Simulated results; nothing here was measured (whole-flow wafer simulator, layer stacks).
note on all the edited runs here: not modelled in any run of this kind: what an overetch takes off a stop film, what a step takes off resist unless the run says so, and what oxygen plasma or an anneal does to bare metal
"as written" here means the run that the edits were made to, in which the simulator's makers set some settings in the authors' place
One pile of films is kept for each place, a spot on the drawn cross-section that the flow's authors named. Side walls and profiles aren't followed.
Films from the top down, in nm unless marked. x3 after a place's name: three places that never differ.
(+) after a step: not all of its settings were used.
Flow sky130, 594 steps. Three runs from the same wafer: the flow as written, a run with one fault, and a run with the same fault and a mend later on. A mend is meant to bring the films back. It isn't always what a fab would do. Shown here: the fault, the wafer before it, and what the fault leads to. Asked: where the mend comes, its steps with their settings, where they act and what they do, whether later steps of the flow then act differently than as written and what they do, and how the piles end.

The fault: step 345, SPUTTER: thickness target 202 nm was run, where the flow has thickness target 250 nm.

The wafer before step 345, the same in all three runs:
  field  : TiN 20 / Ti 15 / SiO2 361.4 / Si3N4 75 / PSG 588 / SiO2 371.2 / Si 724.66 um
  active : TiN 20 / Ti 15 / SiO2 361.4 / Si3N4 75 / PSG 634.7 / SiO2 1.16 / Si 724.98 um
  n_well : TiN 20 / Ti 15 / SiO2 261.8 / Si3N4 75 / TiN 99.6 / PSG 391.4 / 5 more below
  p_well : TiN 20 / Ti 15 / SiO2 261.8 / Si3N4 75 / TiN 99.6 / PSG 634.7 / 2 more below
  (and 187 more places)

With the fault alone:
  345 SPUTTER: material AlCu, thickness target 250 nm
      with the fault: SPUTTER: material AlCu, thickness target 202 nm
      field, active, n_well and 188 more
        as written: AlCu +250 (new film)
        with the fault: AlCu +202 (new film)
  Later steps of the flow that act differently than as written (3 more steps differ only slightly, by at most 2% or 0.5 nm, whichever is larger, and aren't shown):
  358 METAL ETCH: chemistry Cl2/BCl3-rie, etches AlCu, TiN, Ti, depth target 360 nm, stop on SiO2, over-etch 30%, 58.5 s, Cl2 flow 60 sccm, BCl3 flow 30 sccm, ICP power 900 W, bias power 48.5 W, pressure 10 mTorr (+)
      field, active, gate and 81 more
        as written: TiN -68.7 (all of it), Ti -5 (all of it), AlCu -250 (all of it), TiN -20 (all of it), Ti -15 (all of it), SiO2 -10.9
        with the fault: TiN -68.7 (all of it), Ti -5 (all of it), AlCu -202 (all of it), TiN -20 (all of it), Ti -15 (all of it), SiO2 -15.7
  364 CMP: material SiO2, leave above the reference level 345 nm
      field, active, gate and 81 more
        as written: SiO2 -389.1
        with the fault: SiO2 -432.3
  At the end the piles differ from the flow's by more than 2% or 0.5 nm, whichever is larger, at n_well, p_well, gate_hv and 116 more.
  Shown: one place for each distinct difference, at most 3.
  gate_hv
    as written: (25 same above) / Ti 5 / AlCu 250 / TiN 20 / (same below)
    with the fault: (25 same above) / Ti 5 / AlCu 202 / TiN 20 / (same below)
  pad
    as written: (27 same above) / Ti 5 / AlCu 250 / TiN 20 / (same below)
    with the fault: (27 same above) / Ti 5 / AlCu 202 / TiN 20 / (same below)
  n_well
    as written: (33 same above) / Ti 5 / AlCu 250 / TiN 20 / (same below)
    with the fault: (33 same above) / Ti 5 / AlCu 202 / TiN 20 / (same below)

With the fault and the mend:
  The mend comes after step 345.
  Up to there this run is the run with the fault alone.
  345a SPUTTER: material AlCu, thickness target 48 nm (the flow's step 345 once more, with other settings)
      field, active, n_well and 188 more
        AlCu +48
  No later step of the flow acts differently than as written at any place that is followed.
  At the end the piles are the same as the flow's at every place that both follow.
